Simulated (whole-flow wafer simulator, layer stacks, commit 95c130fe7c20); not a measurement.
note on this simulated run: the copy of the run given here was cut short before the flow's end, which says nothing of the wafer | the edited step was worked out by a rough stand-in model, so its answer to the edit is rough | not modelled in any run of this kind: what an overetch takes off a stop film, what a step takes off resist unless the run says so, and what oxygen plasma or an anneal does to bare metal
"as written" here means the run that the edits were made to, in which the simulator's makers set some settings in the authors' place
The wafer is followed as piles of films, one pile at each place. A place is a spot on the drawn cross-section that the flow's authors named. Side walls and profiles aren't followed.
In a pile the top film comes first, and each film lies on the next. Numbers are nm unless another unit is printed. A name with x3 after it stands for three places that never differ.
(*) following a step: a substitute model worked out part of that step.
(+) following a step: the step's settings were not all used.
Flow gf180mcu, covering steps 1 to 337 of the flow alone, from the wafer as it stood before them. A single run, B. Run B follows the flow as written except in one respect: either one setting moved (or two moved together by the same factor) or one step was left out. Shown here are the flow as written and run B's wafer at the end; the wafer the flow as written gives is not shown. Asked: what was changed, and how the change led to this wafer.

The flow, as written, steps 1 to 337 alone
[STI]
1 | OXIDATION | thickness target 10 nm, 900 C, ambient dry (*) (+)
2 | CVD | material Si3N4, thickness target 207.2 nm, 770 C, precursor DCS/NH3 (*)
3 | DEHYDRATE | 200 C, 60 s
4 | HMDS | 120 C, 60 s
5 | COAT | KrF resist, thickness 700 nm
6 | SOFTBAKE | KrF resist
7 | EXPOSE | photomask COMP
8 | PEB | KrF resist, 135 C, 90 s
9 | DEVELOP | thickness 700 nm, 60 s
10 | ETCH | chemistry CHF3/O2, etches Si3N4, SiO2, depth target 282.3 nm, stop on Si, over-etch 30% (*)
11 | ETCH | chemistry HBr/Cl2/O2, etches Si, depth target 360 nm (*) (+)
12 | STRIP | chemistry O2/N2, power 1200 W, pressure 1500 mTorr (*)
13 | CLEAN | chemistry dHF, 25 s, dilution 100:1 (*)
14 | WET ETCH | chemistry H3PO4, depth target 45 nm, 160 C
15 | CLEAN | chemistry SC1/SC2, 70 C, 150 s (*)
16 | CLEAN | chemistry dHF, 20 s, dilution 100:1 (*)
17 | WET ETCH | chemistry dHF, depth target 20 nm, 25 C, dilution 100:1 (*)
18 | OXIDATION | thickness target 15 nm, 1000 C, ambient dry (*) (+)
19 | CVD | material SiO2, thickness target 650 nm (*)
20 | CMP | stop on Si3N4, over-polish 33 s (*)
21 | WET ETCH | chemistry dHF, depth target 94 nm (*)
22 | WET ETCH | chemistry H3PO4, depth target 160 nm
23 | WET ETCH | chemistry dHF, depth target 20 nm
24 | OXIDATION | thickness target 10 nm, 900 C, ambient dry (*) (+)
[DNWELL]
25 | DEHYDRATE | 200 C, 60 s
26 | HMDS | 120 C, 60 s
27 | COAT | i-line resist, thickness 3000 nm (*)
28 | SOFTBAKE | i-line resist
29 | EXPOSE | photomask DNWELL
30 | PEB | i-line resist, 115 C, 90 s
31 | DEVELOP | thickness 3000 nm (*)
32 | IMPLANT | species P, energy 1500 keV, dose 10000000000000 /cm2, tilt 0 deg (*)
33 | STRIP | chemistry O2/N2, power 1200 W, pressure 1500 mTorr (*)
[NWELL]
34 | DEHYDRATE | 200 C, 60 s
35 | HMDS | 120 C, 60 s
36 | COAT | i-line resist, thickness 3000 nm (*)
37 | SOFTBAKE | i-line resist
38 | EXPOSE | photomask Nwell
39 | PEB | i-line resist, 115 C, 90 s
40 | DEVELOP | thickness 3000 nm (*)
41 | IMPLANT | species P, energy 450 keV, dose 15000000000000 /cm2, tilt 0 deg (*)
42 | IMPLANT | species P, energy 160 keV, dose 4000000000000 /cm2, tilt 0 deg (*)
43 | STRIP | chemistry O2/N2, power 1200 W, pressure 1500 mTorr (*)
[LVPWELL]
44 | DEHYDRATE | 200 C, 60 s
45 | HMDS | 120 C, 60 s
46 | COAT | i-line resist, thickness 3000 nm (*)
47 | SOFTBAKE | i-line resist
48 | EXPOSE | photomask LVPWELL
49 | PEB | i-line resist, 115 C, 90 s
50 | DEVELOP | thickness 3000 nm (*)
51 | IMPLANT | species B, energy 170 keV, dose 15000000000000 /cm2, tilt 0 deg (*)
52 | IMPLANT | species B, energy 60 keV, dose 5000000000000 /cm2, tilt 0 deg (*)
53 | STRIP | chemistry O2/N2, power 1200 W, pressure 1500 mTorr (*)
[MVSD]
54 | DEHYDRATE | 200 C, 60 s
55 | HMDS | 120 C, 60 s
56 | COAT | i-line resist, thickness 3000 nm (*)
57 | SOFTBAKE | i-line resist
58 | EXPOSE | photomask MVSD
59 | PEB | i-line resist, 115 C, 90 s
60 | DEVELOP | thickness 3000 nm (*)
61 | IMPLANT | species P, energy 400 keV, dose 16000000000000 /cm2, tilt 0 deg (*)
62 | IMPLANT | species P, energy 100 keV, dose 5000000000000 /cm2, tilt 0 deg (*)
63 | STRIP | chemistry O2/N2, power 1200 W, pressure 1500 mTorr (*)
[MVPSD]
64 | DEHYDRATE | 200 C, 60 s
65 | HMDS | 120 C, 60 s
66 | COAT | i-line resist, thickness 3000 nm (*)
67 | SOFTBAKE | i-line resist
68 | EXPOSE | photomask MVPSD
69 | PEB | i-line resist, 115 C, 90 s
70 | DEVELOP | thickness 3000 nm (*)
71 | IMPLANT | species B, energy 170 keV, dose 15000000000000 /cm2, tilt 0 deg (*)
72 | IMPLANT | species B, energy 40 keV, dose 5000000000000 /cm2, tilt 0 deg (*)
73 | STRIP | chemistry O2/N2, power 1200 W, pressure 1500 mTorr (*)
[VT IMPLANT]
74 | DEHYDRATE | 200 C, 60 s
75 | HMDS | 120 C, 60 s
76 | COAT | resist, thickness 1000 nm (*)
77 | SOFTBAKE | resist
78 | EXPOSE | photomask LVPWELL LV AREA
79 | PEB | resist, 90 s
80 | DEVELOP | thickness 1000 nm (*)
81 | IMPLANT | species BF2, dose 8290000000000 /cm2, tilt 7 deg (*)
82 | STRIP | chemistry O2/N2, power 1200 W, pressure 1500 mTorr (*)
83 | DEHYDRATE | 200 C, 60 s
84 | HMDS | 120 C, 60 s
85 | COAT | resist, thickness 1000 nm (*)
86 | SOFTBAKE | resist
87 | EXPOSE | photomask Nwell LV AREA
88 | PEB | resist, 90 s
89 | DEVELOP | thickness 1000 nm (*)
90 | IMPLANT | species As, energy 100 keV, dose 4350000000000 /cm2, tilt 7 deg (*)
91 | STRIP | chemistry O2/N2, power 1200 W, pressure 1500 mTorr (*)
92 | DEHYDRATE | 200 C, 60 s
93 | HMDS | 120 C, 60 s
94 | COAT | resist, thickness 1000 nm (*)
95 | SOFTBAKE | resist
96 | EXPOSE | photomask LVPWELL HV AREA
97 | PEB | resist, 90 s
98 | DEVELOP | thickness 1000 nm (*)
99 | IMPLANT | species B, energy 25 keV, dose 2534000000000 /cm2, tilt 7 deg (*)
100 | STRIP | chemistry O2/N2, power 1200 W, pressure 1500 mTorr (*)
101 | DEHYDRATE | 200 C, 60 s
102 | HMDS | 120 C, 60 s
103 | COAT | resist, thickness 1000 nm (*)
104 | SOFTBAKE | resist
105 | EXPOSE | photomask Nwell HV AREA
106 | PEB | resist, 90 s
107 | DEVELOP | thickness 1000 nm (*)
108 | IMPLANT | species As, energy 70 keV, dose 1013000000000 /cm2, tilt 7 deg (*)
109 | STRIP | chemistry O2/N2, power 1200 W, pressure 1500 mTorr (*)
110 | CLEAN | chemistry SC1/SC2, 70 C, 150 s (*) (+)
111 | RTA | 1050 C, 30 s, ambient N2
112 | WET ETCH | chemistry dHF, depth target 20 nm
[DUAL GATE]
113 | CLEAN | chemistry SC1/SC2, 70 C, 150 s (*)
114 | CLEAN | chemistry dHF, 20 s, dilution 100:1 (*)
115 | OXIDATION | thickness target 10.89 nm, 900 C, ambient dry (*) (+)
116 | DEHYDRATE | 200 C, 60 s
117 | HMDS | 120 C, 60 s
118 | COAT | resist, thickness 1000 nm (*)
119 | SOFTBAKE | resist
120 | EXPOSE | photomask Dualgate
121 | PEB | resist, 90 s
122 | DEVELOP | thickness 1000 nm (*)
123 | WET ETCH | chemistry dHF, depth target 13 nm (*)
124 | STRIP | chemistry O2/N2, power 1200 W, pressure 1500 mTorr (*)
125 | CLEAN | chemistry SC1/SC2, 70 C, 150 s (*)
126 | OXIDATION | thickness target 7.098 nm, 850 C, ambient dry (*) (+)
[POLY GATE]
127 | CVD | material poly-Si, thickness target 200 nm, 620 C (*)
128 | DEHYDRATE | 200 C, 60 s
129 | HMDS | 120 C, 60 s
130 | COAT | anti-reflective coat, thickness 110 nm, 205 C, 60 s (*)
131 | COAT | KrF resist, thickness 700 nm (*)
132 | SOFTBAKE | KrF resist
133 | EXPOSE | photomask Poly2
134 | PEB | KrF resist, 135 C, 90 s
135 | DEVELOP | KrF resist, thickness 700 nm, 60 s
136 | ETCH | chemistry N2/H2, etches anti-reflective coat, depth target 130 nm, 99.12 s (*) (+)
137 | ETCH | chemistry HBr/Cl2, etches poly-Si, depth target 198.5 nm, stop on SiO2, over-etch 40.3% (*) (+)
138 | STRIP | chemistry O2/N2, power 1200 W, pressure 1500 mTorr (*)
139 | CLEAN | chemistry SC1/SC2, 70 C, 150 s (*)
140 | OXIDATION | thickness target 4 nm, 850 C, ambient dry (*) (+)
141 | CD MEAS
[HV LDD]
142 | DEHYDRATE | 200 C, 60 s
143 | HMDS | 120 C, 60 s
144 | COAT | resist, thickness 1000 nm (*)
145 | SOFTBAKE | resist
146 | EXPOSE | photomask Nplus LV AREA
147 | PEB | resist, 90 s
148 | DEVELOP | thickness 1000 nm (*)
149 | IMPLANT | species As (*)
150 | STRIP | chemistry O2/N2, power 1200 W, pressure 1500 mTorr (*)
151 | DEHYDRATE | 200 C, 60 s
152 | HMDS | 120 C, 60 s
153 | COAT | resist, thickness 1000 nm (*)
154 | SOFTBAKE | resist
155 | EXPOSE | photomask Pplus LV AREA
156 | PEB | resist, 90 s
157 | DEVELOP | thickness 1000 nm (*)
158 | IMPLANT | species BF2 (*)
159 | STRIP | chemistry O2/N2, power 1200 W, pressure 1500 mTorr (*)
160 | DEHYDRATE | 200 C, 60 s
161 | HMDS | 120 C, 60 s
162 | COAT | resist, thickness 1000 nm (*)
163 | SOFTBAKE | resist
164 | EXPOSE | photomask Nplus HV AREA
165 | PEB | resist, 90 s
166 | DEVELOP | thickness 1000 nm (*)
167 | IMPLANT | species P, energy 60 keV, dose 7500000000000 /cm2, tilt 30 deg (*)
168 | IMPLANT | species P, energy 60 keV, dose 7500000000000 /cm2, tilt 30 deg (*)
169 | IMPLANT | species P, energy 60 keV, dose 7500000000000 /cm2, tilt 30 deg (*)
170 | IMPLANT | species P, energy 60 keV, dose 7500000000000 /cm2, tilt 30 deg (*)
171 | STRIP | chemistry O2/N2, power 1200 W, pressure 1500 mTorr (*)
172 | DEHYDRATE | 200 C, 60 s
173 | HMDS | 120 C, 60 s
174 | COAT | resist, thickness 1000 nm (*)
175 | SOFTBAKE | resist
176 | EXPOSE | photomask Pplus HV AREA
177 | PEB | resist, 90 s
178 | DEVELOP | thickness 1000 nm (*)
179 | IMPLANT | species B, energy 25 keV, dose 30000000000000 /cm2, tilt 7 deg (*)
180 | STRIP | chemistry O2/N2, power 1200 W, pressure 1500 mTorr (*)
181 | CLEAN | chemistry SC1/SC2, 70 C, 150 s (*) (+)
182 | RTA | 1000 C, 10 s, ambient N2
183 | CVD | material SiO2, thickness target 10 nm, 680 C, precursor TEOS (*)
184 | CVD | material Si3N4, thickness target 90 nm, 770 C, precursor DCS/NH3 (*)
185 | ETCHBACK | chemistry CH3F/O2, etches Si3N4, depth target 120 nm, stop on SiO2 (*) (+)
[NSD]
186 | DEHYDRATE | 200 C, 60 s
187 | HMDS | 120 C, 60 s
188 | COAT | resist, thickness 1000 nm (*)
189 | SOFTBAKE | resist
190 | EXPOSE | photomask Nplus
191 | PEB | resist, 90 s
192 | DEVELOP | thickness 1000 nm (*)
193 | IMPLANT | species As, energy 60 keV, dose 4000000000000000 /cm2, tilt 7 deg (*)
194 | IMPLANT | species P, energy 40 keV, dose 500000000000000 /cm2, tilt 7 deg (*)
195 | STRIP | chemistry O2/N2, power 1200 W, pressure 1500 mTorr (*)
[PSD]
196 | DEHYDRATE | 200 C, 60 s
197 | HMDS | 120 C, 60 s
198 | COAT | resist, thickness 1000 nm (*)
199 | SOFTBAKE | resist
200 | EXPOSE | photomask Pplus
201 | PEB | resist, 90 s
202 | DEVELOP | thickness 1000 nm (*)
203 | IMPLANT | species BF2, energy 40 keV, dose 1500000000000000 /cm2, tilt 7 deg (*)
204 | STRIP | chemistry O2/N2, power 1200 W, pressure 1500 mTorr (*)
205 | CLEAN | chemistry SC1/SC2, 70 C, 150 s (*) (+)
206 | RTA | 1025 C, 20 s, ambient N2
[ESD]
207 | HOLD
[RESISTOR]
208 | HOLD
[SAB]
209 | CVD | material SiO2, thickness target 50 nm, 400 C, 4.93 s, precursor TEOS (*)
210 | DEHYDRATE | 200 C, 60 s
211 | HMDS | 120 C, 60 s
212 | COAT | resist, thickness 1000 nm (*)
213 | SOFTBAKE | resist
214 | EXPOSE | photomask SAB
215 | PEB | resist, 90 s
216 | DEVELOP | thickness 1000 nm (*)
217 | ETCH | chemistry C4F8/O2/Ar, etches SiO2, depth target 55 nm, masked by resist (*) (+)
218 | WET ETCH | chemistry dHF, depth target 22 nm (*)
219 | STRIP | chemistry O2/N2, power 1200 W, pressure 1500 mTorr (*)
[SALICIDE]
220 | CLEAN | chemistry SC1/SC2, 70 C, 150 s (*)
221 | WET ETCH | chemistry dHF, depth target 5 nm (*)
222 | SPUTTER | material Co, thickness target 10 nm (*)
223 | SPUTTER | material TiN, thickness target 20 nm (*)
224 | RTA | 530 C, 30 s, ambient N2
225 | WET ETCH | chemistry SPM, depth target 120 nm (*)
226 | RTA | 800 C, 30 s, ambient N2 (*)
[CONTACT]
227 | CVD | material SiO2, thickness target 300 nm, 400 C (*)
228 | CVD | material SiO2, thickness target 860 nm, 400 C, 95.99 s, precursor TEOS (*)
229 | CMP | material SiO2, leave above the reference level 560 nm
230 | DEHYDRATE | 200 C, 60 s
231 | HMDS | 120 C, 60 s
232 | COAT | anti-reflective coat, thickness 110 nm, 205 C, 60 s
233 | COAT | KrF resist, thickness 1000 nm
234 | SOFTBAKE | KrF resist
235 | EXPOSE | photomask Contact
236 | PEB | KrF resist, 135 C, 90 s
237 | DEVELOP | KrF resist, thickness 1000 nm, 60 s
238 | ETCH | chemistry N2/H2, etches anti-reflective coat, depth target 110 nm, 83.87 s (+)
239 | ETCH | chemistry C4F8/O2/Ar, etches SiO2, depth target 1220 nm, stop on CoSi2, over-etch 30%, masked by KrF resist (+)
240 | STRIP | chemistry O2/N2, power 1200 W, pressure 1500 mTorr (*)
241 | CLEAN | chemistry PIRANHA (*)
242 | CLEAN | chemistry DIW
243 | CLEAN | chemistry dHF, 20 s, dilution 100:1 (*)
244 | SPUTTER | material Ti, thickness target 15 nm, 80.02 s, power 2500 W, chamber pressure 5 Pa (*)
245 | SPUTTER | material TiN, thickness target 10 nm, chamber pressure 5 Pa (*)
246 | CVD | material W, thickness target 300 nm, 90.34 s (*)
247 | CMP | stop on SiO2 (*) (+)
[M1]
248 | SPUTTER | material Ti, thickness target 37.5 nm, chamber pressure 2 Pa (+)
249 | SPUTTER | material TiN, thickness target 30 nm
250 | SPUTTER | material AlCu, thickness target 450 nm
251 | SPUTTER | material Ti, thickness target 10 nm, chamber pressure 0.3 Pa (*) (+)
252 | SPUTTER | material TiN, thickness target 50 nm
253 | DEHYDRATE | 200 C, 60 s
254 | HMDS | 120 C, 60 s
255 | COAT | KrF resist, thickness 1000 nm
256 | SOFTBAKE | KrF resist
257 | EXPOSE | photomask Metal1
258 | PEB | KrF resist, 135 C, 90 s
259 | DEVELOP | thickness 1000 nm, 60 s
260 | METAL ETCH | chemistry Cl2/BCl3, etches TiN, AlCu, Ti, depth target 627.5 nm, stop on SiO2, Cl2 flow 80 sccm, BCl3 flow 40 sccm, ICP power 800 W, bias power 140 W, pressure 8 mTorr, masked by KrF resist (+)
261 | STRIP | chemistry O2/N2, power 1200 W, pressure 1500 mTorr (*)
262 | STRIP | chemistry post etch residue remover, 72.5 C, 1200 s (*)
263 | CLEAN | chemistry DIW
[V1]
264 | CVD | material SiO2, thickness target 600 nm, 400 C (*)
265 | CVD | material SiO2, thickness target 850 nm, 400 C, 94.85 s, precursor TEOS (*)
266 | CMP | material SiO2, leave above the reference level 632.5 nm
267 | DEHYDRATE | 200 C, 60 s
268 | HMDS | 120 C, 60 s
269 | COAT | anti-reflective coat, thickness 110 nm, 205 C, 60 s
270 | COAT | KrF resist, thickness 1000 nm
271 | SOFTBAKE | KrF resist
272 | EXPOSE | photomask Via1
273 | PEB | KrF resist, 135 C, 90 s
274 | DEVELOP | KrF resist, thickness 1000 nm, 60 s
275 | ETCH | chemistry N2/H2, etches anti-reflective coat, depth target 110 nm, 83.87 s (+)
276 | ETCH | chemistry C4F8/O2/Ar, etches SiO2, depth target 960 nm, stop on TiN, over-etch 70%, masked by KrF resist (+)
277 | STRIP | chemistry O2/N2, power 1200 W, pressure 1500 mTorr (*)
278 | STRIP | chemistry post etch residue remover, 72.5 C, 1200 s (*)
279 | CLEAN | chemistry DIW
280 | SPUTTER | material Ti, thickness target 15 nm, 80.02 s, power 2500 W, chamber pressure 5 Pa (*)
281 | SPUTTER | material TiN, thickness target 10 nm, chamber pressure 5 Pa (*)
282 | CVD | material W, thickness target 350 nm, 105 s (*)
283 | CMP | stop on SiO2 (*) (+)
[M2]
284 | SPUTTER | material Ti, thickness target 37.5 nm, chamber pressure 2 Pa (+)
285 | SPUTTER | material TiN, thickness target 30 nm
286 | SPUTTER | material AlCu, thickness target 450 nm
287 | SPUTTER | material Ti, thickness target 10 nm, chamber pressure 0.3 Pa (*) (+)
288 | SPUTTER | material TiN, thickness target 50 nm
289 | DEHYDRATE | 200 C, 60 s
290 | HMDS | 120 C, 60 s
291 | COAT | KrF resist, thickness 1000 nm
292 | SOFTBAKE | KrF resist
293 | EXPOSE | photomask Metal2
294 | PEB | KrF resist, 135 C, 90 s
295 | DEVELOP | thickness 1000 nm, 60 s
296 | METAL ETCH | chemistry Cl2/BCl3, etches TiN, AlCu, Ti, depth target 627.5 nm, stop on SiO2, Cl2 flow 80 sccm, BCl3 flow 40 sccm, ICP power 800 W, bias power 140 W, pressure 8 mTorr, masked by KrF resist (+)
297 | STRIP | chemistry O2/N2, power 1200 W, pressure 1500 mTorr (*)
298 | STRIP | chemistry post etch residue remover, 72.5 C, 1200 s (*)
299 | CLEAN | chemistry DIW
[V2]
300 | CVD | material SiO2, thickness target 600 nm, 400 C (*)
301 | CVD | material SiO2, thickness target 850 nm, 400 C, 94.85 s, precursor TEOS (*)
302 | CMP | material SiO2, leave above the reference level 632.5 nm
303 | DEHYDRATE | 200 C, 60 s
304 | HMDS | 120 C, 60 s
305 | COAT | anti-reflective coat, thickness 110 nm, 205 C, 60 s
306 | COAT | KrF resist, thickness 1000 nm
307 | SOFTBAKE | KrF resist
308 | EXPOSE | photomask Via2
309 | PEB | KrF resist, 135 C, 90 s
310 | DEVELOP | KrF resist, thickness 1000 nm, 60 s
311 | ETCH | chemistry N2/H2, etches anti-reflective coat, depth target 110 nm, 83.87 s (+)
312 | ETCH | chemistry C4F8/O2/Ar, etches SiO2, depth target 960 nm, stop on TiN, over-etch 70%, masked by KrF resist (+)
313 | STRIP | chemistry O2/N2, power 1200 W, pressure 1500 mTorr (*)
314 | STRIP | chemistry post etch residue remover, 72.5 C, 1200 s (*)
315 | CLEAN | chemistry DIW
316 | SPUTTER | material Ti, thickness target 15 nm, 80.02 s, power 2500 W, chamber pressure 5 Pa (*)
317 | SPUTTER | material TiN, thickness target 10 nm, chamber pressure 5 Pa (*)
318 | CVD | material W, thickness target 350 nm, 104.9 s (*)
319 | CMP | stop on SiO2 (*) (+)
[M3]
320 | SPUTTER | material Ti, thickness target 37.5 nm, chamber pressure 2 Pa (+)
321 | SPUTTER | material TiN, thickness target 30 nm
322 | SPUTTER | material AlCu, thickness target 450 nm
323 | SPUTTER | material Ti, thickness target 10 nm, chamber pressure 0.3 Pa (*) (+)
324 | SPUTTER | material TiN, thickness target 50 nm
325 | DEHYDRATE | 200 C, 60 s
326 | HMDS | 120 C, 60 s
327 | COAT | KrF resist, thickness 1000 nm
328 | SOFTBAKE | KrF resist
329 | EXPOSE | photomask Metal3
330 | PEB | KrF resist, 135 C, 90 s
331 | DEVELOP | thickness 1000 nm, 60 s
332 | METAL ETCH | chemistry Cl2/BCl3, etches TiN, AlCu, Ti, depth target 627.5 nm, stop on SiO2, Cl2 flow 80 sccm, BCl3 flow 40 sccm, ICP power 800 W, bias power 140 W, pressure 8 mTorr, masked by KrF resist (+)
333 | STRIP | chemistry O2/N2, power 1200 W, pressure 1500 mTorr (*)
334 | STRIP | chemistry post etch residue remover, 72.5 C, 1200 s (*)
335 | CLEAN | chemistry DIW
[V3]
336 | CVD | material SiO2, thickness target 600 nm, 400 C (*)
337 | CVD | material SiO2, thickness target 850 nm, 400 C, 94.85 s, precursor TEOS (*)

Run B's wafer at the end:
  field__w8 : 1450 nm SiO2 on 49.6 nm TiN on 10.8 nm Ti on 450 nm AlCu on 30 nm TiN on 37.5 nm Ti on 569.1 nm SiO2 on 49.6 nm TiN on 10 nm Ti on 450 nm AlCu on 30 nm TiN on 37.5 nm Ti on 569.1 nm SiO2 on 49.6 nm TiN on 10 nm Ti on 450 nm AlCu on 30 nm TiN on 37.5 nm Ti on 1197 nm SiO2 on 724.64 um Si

Cause: step 323, SPUTTER: thickness target 10.8 nm was run, whereas the flow has thickness target 10 nm.
The wafer lets one read it off: field__w8 has Ti 10.8, and step 323 as written asks for 10 nm.

Step by step, how the change led to this:
  323 | SPUTTER | material Ti, thickness target 10 nm, chamber pressure 0.3 Pa (*) (+)
      field, field__w1, field__w2 and 108 more: Ti gains 10.8 (new film) (in the flow as written it would be: Ti gains 10 (new film))
  332 | METAL ETCH | chemistry Cl2/BCl3, etches TiN, AlCu, Ti, depth target 627.5 nm, stop on SiO2, Cl2 flow 80 sccm, BCl3 flow 40 sccm, ICP power 800 W, bias power 140 W, pressure 8 mTorr, masked by KrF resist (+)
      field, field__w1, field__w2 and 103 more: TiN loses 50 (all of it), Ti loses 10.8 (all of it), AlCu loses 450 (all of it), TiN loses 30 (all of it), Ti loses 37.5 (all of it) (in the flow as written it would be: TiN loses 50 (all of it), Ti loses 10 (all of it), AlCu loses 450 (all of it), TiN loses 30 (all of it), Ti loses 37.5 (all of it))
